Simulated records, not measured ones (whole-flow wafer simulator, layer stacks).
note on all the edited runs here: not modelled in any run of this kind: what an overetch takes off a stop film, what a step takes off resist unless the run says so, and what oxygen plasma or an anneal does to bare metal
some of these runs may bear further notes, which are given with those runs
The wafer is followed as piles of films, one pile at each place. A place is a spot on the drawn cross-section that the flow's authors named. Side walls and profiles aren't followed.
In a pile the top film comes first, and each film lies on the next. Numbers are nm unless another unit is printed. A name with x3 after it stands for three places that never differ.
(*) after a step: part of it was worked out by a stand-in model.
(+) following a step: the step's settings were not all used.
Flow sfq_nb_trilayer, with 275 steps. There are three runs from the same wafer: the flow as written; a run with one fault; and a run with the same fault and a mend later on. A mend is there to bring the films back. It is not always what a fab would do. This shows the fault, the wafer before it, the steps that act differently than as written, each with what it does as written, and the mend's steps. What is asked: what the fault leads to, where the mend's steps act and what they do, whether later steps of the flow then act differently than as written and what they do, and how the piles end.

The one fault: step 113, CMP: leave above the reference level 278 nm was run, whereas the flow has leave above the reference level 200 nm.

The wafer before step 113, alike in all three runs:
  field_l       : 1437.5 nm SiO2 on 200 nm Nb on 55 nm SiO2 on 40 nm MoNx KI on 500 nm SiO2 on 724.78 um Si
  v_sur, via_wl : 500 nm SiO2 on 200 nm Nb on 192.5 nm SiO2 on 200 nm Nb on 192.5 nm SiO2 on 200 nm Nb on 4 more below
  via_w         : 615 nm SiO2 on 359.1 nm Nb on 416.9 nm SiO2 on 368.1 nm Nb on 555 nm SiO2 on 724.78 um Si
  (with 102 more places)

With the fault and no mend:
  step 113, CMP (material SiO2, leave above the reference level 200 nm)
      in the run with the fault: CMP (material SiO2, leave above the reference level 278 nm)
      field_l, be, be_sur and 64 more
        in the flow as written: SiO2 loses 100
        in the run with the fault: SiO2 loses 22
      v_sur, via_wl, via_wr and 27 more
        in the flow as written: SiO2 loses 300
        in the run with the fault: SiO2 loses 222
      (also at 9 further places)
  Steps further on in the flow that do not act as written (4 other steps are not shown; they differ only slightly, by no more than 2% or 0.5 nm, whichever is larger):
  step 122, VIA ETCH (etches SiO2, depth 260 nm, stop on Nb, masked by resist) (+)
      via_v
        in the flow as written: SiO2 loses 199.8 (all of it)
        in the run with the fault: SiO2 loses 260
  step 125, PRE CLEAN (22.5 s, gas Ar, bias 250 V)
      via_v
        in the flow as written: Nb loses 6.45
        in the run with the fault: SiO2 loses 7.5
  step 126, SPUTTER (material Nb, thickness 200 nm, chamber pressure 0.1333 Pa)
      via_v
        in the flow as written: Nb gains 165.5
        in the run with the fault: Nb gains 152.6 (new film)
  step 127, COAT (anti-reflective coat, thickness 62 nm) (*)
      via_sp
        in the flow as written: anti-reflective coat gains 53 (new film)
        in the run with the fault: anti-reflective coat gains 50.1 (new film)
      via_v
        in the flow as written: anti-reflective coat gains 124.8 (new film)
        in the run with the fault: anti-reflective coat gains 128.6 (new film)
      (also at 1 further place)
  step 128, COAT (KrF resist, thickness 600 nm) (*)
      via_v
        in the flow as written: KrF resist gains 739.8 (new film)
        in the run with the fault: KrF resist gains 797.5 (new film)
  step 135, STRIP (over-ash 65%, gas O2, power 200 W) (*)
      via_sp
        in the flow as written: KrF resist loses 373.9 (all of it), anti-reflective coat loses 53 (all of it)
        in the run with the fault: KrF resist loses 369.8 (all of it), anti-reflective coat loses 50.1 (all of it)
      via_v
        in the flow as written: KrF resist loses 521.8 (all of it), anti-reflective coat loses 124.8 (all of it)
        in the run with the fault: KrF resist loses 579.3 (all of it), anti-reflective coat loses 128.6 (all of it)
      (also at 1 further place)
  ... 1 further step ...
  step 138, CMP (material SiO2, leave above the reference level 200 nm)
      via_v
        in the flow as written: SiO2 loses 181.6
        in the run with the fault: SiO2 loses 157.1
  By the end, the piles at field_l, v_sur, via_wl and 103 more depart from the flow's by more than 2% or 0.5 nm, whichever is larger.
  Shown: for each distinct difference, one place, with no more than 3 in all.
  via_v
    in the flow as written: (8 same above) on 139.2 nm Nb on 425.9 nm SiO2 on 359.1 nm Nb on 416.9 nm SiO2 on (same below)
    in the run with the fault: (8 same above) on 139.2 nm Nb on 500.1 nm SiO2 on 152.6 nm Nb on 10.3 nm SiO2 on 200 nm Nb on 416.9 nm SiO2 on (same below)
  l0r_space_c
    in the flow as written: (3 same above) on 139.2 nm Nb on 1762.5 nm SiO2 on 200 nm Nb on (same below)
    in the run with the fault: (3 same above) on 139.2 nm Nb on 1840.5 nm SiO2 on 200 nm Nb on (same below)
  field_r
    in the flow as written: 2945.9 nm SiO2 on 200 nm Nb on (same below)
    in the run with the fault: 3023.9 nm SiO2 on 200 nm Nb on (same below)

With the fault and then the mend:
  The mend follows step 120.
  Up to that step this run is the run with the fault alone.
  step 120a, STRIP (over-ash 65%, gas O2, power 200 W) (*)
      field_l, v_sur, via_wl and 102 more
        KrF resist loses 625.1 (all of it), anti-reflective coat loses 62 (all of it)
      via_v
        anti-reflective coat loses 62 (all of it)
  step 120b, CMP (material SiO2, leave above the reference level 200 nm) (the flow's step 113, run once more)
      field_l, v_sur, via_wl and 103 more
        SiO2 loses 78
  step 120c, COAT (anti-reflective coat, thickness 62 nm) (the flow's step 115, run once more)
      field_l, v_sur, via_wl and 103 more
        anti-reflective coat gains 62 (new film)
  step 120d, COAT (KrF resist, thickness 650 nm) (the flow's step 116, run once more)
      field_l, v_sur, via_wl and 103 more
        KrF resist gains 650 (new film)
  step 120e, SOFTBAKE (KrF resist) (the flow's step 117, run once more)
      leaves every film unchanged at each place that is followed
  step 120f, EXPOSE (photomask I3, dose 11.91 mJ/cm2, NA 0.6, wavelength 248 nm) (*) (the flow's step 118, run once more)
      leaves every film unchanged at each place that is followed
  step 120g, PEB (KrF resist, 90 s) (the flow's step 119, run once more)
      field_l, v_sur, via_wl and 103 more
        KrF resist loses 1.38
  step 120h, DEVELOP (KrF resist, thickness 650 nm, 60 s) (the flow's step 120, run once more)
      field_l, v_sur, via_wl and 102 more
        KrF resist loses 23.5
      via_v
        KrF resist loses 648.6 (all of it)
  Later steps of the flow that are run all act as written at every place that is followed.
  At every place that both follow, the piles at the end match the flow's.
